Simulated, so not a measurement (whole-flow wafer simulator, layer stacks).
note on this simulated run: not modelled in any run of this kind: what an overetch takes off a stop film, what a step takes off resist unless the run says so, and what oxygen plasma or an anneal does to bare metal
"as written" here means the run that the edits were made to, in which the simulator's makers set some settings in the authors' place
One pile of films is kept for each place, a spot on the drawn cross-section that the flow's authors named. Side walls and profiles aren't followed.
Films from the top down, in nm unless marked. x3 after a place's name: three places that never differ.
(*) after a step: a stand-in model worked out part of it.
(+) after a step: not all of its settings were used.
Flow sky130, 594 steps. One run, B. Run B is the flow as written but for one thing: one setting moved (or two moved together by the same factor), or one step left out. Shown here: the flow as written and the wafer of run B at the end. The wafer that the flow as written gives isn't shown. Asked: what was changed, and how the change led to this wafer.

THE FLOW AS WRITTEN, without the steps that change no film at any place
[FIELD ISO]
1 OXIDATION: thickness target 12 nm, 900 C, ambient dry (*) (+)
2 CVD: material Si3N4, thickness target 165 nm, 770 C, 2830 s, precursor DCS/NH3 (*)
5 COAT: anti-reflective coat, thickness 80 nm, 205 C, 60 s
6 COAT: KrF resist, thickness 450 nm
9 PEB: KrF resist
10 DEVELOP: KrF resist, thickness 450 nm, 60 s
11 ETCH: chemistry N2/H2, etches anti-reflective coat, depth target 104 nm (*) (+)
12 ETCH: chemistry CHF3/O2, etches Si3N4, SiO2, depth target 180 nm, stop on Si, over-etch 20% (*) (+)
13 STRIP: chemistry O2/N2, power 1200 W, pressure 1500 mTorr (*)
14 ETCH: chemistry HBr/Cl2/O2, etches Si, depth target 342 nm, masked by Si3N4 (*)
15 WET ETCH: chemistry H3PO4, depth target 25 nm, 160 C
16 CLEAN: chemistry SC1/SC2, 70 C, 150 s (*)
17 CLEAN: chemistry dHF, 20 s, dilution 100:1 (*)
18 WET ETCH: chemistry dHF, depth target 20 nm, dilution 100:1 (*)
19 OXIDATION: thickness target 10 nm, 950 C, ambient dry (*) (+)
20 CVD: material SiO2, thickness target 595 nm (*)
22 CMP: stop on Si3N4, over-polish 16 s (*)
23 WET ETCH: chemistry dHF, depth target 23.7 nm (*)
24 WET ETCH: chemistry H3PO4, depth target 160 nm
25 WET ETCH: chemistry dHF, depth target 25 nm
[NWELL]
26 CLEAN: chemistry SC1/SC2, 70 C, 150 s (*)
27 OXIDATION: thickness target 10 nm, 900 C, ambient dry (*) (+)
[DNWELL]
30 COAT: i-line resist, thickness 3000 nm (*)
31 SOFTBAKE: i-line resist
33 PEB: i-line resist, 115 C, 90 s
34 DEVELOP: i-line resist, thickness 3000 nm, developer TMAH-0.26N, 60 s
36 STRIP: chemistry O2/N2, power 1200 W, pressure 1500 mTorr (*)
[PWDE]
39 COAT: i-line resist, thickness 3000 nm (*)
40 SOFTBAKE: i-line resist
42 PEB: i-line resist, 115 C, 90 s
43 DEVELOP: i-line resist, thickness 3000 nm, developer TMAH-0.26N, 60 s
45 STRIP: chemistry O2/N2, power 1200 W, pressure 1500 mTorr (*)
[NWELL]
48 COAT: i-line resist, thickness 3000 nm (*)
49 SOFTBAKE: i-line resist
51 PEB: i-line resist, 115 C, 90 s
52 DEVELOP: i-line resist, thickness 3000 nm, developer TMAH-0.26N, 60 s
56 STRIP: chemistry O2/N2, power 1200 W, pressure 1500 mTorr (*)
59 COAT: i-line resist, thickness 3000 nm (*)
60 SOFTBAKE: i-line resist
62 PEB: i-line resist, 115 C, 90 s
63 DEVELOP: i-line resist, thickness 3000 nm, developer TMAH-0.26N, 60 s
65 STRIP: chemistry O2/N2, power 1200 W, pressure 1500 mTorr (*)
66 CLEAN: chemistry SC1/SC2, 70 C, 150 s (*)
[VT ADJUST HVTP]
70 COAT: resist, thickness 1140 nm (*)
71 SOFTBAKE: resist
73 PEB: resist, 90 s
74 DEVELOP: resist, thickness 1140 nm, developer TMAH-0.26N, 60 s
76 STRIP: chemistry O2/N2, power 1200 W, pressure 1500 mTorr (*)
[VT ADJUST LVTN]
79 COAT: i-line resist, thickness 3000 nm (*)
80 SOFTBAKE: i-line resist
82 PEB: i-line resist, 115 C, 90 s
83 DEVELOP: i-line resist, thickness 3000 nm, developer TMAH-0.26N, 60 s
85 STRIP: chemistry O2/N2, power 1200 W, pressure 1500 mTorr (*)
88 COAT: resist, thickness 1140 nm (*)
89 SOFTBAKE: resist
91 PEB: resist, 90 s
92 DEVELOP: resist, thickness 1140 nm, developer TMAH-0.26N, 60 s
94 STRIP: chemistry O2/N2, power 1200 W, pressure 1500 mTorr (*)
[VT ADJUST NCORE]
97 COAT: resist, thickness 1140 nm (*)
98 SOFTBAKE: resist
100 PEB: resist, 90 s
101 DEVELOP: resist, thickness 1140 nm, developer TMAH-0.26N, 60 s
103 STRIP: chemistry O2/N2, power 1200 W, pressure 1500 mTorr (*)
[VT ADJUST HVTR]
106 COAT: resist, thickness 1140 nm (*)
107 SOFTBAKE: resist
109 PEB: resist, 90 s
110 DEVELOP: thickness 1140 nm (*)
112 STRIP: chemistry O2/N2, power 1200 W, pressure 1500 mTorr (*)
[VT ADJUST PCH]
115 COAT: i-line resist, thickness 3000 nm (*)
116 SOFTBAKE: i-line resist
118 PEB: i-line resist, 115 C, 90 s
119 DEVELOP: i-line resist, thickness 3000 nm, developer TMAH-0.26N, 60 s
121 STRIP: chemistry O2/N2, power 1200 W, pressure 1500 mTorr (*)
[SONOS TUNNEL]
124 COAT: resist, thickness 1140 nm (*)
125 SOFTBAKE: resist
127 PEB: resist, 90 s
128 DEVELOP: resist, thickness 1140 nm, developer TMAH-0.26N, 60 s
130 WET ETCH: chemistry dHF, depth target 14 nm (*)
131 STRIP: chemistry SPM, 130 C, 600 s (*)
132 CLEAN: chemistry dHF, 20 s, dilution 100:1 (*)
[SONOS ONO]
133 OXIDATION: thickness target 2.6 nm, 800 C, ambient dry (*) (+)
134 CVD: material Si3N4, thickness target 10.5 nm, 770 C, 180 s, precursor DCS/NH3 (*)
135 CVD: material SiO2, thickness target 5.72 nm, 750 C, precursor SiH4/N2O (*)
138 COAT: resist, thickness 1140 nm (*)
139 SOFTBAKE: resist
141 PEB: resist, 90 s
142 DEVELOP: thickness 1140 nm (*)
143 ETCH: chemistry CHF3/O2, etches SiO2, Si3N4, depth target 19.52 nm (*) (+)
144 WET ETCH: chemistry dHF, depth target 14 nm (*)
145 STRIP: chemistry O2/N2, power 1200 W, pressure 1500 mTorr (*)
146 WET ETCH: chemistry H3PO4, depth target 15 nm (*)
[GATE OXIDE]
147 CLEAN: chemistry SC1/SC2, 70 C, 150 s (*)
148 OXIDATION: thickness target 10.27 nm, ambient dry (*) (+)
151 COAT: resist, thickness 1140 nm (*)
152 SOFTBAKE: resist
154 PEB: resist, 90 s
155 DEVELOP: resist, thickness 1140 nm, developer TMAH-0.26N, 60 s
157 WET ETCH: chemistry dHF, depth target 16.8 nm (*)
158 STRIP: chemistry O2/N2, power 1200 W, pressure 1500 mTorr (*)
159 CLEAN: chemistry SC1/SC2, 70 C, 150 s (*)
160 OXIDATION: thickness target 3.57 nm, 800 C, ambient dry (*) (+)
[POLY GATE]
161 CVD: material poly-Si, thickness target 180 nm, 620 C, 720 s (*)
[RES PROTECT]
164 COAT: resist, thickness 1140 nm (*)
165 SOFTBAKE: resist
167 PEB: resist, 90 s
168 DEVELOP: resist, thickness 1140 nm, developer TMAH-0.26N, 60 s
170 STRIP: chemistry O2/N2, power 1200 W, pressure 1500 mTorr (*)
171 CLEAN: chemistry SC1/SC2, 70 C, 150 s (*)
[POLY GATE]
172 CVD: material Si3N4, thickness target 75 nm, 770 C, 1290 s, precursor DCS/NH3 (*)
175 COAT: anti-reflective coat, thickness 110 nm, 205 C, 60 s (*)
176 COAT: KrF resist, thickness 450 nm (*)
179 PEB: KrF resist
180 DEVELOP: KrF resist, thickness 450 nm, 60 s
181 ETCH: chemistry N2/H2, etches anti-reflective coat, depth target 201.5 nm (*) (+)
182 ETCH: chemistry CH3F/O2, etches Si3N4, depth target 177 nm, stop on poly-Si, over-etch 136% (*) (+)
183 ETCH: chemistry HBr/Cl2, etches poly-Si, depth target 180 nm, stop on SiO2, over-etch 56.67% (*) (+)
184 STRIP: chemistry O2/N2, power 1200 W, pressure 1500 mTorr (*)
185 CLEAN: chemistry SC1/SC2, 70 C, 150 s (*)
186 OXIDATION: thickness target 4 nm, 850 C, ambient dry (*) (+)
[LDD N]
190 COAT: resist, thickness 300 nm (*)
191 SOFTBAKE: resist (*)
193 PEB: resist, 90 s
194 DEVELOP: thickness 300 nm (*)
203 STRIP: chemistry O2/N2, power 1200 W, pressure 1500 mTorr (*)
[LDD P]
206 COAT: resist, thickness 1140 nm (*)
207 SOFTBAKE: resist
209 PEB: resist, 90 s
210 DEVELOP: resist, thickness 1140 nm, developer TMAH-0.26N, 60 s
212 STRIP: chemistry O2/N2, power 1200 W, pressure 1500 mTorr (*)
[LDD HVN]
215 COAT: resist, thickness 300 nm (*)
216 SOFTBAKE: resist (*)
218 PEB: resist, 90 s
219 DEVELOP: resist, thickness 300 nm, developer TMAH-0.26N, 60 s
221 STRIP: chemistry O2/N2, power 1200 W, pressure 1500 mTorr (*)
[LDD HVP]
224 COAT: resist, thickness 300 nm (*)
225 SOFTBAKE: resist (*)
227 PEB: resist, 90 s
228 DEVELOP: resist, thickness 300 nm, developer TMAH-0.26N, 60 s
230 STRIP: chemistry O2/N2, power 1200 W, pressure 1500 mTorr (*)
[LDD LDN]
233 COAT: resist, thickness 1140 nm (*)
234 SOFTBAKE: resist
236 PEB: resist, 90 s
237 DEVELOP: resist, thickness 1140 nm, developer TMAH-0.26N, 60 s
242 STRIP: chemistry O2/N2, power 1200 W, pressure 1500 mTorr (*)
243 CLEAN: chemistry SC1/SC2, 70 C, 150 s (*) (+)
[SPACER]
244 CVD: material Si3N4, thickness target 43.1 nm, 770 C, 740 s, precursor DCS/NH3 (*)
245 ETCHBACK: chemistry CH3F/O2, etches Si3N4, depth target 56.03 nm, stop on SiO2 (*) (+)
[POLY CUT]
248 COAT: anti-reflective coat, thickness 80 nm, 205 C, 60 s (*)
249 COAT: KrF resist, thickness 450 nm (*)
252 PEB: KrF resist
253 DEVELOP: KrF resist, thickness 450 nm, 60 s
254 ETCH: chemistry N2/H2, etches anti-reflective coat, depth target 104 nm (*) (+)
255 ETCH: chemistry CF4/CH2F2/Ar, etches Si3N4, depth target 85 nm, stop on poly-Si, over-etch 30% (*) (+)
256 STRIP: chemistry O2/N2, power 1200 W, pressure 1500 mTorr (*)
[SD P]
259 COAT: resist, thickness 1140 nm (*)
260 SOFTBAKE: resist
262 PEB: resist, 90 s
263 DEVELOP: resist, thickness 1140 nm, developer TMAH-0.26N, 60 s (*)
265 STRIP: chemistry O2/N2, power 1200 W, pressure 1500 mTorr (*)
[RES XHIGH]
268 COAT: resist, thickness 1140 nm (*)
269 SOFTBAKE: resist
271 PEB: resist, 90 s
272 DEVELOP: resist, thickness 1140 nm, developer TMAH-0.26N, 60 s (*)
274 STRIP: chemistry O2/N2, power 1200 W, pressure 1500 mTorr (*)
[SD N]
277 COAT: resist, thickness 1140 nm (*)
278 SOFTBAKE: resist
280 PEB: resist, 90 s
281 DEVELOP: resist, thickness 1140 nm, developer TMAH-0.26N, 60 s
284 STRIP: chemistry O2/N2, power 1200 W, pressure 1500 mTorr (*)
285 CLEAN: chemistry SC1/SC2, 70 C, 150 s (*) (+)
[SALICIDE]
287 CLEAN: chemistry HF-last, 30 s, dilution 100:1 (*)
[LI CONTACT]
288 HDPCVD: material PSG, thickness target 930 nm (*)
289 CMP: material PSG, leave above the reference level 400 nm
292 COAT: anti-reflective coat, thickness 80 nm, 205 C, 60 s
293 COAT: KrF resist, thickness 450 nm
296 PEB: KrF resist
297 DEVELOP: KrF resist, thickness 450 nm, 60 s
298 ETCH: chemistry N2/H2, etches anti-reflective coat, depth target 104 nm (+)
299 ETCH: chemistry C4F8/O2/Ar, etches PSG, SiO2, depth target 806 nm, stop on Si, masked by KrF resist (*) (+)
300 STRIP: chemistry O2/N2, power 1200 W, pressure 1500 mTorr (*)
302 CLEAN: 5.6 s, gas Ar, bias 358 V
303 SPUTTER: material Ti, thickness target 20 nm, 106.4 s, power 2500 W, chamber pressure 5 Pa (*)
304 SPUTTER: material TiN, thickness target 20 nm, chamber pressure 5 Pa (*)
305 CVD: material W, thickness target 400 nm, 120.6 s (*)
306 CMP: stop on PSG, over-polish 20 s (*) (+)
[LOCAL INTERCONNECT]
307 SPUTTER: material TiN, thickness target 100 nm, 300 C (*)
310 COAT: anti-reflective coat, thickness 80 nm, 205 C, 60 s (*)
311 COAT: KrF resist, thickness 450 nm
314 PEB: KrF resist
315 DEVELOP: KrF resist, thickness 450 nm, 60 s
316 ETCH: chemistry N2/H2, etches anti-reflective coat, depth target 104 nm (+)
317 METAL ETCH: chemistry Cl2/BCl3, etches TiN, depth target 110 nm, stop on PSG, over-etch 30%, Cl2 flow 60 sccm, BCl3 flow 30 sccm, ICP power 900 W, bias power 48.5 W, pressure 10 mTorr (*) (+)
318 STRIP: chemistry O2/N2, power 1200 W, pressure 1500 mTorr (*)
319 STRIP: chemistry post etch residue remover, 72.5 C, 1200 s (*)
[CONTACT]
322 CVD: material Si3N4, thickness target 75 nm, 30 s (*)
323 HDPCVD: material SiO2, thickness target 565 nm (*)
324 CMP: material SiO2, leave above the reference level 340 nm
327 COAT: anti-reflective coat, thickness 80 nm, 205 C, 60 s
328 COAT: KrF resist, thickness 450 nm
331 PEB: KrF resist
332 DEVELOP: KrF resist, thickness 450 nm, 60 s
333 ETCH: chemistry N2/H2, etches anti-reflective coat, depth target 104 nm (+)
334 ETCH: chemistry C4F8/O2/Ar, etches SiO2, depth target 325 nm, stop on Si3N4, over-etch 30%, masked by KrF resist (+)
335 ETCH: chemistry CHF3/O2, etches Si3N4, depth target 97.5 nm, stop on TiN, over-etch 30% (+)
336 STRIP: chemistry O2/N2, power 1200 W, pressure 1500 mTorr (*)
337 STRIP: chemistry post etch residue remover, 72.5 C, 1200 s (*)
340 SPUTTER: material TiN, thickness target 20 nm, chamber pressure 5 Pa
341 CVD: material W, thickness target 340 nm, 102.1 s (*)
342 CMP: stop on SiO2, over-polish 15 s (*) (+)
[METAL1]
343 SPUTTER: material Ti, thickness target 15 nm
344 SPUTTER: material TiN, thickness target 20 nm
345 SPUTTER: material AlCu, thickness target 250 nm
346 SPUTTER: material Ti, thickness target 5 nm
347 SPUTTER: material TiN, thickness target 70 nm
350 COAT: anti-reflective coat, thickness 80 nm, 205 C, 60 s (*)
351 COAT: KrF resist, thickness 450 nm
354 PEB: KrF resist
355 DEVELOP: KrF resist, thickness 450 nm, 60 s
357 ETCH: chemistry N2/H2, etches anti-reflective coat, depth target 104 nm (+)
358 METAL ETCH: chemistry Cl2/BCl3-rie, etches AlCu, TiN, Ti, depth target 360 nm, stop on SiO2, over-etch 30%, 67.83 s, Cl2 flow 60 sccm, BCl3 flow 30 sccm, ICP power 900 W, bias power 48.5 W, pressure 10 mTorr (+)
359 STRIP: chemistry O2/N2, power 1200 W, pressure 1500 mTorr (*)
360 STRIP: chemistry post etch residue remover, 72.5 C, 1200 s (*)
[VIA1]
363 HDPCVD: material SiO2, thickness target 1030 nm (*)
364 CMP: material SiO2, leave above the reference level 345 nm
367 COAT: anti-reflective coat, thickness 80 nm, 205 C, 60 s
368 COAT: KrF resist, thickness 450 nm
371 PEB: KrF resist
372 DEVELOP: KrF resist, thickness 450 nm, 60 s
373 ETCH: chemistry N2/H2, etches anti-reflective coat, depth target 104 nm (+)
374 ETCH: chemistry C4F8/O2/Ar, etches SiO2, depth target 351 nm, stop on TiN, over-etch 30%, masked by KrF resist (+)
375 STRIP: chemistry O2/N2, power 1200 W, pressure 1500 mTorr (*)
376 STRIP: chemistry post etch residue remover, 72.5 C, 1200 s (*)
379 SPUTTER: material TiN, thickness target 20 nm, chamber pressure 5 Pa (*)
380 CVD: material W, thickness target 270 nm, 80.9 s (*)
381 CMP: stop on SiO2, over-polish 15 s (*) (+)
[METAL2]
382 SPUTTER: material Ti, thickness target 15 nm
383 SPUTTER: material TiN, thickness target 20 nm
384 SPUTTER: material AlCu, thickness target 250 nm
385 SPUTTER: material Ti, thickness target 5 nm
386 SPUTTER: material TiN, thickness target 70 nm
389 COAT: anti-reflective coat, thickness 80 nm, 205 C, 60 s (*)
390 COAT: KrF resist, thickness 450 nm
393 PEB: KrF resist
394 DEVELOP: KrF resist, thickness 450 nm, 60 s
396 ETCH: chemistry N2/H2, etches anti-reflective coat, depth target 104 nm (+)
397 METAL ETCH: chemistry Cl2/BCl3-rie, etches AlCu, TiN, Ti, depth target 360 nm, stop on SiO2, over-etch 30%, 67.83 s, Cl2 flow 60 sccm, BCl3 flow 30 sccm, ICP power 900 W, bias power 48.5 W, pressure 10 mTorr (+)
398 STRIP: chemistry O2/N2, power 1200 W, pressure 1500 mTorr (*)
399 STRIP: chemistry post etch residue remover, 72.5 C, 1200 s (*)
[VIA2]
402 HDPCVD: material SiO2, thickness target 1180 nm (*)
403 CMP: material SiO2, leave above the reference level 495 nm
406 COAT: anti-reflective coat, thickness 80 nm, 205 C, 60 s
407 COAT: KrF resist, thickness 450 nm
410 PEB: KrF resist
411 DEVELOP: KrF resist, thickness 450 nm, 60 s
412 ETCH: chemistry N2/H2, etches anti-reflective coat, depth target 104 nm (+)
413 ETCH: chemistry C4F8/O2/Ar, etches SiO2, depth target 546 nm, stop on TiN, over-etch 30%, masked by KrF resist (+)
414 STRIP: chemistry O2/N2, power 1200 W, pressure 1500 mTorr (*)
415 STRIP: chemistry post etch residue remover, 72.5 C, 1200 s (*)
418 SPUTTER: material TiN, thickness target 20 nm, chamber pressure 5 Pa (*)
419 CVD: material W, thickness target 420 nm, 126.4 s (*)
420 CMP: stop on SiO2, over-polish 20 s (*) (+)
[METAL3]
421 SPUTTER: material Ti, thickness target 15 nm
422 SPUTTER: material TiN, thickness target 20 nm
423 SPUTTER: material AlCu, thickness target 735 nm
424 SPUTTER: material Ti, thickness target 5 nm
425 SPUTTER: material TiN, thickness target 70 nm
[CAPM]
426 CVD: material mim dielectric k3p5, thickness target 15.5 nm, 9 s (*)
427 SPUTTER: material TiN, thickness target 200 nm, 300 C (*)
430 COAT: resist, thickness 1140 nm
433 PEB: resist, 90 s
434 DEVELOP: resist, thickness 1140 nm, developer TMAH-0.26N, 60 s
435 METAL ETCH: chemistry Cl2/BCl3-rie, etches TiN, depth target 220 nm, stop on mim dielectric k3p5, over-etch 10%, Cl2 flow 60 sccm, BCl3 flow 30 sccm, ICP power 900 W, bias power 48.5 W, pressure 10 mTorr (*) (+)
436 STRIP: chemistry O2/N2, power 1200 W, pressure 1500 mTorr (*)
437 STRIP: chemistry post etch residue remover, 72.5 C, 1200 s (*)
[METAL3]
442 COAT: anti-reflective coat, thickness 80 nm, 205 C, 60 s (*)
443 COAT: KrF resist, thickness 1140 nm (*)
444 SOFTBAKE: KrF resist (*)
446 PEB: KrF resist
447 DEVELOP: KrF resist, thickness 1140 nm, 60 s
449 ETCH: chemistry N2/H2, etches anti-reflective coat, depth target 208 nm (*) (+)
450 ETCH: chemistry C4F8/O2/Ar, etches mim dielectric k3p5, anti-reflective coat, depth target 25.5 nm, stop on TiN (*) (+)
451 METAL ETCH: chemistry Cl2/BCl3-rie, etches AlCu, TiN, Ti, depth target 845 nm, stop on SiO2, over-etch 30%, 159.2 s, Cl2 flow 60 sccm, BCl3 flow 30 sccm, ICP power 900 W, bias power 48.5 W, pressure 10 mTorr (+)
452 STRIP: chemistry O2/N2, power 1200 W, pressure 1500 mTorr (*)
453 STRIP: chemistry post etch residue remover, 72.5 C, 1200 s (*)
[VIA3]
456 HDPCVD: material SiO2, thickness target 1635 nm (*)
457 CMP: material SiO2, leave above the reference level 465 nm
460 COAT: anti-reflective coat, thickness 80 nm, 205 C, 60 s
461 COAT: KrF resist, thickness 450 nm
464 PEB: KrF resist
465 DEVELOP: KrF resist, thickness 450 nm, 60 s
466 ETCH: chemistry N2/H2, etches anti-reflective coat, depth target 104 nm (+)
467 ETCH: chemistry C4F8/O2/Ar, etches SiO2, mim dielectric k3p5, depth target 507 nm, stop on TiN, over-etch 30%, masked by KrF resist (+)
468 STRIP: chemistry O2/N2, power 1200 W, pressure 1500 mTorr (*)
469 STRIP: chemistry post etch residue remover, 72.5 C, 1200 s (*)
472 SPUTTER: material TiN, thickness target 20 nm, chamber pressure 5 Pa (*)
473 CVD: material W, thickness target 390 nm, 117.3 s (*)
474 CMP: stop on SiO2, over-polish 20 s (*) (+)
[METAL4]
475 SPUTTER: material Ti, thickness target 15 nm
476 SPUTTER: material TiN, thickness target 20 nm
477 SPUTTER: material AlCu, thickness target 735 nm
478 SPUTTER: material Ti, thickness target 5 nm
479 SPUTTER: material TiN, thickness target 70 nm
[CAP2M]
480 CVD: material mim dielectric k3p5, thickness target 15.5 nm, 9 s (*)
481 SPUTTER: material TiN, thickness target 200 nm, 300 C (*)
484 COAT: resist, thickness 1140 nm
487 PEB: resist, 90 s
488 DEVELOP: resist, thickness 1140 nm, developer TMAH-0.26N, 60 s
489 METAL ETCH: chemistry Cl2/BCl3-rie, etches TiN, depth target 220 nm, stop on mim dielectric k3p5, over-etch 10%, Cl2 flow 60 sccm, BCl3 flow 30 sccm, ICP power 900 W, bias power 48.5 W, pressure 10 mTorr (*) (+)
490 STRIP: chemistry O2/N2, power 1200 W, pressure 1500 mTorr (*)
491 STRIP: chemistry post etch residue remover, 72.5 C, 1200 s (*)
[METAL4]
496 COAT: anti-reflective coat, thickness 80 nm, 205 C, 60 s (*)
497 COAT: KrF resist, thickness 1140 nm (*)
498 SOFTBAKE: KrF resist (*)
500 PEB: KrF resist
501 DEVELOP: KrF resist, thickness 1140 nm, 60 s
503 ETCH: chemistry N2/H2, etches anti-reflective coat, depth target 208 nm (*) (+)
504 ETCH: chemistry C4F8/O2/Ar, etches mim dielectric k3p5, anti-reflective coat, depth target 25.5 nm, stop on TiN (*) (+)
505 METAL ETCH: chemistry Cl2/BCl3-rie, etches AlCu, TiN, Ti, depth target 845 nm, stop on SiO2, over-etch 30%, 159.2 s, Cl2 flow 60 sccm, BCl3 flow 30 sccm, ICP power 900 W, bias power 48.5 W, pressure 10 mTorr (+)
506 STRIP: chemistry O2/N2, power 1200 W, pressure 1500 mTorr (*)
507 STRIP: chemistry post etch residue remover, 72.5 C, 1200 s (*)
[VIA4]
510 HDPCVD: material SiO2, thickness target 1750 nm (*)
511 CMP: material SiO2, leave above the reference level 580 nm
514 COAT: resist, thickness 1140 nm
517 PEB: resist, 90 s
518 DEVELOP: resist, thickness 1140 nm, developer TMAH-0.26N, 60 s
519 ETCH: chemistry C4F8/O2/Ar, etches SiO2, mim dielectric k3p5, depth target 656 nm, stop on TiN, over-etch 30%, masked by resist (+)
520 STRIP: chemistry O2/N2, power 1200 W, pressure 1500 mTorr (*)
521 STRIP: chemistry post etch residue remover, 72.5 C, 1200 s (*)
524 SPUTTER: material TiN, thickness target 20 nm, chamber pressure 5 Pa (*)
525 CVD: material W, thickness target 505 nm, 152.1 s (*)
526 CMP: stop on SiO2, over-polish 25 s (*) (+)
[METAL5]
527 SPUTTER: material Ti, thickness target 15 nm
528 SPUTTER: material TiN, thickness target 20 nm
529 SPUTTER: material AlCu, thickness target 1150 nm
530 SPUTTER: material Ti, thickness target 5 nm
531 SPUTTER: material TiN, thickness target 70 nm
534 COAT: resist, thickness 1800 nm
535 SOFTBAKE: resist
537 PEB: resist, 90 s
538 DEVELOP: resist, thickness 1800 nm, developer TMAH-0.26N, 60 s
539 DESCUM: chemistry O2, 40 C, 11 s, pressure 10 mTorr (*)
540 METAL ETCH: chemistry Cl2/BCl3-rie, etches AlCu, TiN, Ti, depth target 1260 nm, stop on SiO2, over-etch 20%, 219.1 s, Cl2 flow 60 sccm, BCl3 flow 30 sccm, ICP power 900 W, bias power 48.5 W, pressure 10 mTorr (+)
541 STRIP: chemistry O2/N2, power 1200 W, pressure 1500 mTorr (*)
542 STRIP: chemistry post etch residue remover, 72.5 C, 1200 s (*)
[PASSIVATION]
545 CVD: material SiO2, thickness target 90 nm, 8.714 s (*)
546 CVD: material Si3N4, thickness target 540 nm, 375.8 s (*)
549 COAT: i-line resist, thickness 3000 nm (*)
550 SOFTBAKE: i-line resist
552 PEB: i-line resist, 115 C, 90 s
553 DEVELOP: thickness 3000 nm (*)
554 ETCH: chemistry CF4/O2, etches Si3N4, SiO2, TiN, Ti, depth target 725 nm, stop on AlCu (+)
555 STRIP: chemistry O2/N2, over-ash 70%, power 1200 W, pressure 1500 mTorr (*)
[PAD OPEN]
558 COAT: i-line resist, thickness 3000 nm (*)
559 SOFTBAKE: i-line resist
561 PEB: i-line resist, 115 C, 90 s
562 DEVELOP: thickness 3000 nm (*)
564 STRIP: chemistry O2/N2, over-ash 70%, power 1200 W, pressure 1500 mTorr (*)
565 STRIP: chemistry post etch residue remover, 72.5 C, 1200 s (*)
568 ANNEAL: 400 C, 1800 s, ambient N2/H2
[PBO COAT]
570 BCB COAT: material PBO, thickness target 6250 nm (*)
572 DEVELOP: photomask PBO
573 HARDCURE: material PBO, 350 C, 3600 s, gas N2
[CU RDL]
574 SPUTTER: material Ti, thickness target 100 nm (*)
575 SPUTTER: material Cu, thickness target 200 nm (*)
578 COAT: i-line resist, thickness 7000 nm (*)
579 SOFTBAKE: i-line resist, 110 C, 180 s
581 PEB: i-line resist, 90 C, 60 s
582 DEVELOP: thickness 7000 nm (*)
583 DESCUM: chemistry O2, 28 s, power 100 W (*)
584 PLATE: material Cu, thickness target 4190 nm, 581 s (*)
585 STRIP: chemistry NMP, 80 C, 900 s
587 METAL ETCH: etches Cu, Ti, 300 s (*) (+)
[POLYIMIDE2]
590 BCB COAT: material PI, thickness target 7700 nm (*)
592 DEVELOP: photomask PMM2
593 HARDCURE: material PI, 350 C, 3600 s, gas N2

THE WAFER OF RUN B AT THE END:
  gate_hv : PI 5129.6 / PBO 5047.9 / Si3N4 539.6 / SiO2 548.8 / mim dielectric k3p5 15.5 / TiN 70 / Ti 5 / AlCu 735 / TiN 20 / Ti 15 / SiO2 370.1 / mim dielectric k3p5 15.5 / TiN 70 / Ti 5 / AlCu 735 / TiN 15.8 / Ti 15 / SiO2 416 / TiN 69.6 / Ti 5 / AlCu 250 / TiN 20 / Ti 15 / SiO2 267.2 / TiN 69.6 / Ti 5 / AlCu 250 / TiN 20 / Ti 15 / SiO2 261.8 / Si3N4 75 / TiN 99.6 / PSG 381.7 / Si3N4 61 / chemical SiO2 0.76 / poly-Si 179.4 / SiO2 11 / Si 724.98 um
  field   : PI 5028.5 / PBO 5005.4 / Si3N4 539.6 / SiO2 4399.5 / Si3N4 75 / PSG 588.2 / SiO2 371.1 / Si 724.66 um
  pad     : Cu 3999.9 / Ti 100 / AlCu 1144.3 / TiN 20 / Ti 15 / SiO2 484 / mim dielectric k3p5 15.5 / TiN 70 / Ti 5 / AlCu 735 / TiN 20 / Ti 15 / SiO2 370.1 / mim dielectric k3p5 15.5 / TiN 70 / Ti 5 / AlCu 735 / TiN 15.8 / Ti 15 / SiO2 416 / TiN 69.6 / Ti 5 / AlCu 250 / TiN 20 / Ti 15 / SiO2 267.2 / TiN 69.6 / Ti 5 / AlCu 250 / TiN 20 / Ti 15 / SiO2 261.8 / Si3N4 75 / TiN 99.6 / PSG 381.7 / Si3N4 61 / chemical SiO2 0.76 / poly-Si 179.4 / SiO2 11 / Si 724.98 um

The cause: step 422, SPUTTER: thickness target 15.8 nm was run, where the flow has thickness target 20 nm.
It can be read off the wafer: gate_hv has TiN 15.8, and step 422 as written asks for 20 nm.

How the change led to this, step by step:
  422 SPUTTER: material TiN, thickness target 20 nm
      field, active, n_well and 188 more: TiN +15.8 (new film) (as written it would be: TiN +20 (new film))
  451 METAL ETCH: chemistry Cl2/BCl3-rie, etches AlCu, TiN, Ti, depth target 845 nm, stop on SiO2, over-etch 30%, 159.2 s, Cl2 flow 60 sccm, BCl3 flow 30 sccm, ICP power 900 W, bias power 48.5 W, pressure 10 mTorr (+)
      field, active, gate and 69 more: TiN -70 (all of it), Ti -5 (all of it), AlCu -735 (all of it), TiN -15.8 (all of it), Ti -15 (all of it), SiO2 -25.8 (as written it would be: TiN -70 (all of it), Ti -5 (all of it), AlCu -735 (all of it), TiN -20 (all of it), Ti -15 (all of it), SiO2 -25.4)
      vpp_ln, vpp_iso2, ndiff_ln and 10 more: TiN -70 (all of it), Ti -5 (all of it), AlCu -735 (all of it), TiN -15.8 (all of it), Ti -15 (all of it), SiO2 -25.8 (as written it would be: TiN -70 (all of it), Ti -5 (all of it), AlCu -735 (all of it), TiN -20 (all of it), Ti -15 (all of it), SiO2 -25.3)
